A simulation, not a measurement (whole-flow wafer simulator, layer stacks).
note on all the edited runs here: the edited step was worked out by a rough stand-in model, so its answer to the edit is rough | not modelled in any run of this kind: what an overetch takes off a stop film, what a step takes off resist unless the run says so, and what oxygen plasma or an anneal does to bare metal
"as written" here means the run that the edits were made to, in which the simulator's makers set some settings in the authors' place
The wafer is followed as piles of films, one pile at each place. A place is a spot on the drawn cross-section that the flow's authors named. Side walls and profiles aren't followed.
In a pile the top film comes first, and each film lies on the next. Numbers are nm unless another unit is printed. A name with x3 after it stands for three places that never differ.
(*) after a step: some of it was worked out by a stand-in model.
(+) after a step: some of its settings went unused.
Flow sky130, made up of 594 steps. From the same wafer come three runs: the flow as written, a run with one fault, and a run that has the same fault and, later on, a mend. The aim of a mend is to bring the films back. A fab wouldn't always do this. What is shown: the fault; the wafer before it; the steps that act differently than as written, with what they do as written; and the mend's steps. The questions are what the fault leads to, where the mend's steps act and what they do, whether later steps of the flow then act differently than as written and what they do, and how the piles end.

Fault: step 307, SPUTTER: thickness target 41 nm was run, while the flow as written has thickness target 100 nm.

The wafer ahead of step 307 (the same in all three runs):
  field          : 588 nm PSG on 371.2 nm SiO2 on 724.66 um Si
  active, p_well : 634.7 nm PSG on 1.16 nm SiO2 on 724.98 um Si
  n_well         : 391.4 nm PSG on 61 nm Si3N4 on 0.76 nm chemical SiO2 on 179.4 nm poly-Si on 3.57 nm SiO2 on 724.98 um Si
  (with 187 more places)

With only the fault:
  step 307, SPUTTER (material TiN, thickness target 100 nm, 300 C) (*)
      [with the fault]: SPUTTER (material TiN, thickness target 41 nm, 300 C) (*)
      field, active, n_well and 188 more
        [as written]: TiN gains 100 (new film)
        [with the fault]: TiN gains 41 (new film)
  Steps later in the flow that act otherwise than as written (1 other step is not shown; it differs only slightly, by no more than 2% or 0.5 nm, whichever is larger):
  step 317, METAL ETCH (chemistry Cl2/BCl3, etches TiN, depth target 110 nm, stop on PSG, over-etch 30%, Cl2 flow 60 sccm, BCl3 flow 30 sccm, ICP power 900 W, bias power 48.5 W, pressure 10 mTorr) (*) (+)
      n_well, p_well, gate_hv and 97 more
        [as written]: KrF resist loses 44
        [with the fault]: KrF resist loses 20.6
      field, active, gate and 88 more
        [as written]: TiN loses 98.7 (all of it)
        [with the fault]: TiN loses 39.7 (all of it)
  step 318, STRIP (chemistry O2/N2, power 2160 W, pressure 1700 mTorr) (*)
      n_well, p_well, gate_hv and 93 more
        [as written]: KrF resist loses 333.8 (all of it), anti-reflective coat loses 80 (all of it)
        [with the fault]: KrF resist loses 357.2 (all of it), anti-reflective coat loses 80 (all of it)
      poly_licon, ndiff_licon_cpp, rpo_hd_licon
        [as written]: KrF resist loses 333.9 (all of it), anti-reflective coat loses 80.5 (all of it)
        [with the fault]: KrF resist loses 357.2 (all of it), anti-reflective coat loses 80.5 (all of it)
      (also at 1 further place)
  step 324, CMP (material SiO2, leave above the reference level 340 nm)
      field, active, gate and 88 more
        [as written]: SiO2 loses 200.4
        [with the fault]: SiO2 loses 259.4
  By the end, the piles at n_well, p_well, gate_hv and 118 more depart from the flow's by more than 2% or 0.5 nm, whichever is larger.
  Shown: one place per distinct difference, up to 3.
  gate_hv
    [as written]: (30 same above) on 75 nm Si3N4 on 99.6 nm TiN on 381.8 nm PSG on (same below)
    [with the fault]: (30 same above) on 75 nm Si3N4 on 40.6 nm TiN on 381.8 nm PSG on (same below)
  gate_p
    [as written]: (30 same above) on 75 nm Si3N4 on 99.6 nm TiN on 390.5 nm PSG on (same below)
    [with the fault]: (30 same above) on 75 nm Si3N4 on 40.6 nm TiN on 390.5 nm PSG on (same below)
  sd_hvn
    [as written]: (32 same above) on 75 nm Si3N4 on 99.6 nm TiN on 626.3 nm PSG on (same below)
    [with the fault]: (32 same above) on 75 nm Si3N4 on 40.6 nm TiN on 626.3 nm PSG on (same below)

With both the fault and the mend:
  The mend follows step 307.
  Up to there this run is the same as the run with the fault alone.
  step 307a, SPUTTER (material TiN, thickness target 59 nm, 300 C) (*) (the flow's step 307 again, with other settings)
      field, active, n_well and 188 more
        TiN gains 59
  Every later step of the flow that is run acts as written, at every place that is followed, to within 2% or 0.5 nm, whichever is larger.
  By the end, the piles equal the flow's at every place that both follow.
